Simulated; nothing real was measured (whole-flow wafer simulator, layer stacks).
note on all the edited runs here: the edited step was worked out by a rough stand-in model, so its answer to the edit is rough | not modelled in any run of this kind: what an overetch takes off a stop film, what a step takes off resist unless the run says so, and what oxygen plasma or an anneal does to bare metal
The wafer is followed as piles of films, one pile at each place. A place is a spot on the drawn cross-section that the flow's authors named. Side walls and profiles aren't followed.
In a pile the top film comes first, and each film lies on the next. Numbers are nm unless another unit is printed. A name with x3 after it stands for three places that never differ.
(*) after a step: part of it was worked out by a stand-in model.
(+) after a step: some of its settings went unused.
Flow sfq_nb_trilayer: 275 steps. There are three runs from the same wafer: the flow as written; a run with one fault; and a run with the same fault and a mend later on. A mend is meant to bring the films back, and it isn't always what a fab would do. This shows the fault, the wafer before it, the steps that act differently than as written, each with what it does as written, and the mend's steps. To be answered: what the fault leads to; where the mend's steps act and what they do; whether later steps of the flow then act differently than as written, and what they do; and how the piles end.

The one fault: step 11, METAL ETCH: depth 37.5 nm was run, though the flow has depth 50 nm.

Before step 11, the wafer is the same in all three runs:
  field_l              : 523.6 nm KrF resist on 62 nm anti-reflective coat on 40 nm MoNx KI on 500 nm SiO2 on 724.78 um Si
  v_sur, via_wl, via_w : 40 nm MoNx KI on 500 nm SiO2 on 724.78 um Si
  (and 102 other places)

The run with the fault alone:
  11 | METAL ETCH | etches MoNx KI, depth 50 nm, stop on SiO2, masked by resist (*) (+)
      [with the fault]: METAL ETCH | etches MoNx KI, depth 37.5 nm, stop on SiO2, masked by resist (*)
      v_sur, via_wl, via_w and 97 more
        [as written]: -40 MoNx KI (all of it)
        [with the fault]: -37.5 MoNx KI
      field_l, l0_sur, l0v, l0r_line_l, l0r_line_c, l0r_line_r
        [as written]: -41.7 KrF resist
        [with the fault]: -31.2 KrF resist
  Later steps of the flow acting differently than as written (not shown: 13 more steps that differ only slightly, by at most 2% or 0.5 nm, whichever is larger):
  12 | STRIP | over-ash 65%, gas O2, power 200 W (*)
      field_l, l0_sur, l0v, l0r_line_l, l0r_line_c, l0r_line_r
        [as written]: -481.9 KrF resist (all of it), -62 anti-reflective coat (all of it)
        [with the fault]: -492.3 KrF resist (all of it), -62 anti-reflective coat (all of it)
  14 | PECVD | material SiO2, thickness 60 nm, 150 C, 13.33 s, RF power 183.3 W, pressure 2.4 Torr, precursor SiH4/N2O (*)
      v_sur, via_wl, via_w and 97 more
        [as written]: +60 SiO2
        [with the fault]: +60 SiO2 (new film)
  By the end, the piles at v_sur, via_wl, via_w and 97 more depart from the flow's by more than 2% or 0.5 nm, whichever is larger.
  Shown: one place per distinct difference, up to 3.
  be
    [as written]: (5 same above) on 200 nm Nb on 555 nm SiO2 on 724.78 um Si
    [with the fault]: (5 same above) on 200 nm Nb on 55 nm SiO2 on 2.5 nm MoNx KI on 500 nm SiO2 on 724.78 um Si
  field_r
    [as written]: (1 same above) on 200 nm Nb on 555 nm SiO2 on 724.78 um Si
    [with the fault]: (1 same above) on 200 nm Nb on 55 nm SiO2 on 2.5 nm MoNx KI on 500 nm SiO2 on 724.78 um Si
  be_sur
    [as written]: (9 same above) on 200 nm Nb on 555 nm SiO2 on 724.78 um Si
    [with the fault]: (9 same above) on 200 nm Nb on 55 nm SiO2 on 2.5 nm MoNx KI on 500 nm SiO2 on 724.78 um Si

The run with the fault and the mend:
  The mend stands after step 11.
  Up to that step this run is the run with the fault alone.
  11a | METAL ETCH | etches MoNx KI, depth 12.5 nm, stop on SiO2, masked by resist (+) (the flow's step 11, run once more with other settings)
      v_sur, via_wl, via_w and 97 more
        -2.5 MoNx KI (all of it)
      field_l, l0_sur, l0v, l0r_line_l, l0r_line_c, l0r_line_r
        -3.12 KrF resist
  Later steps of the flow that are run all act as written at every place that is followed, up to a difference of at most 2% or 0.5 nm, whichever is larger.
  At every place that both follow, the piles at the end match the flow's.
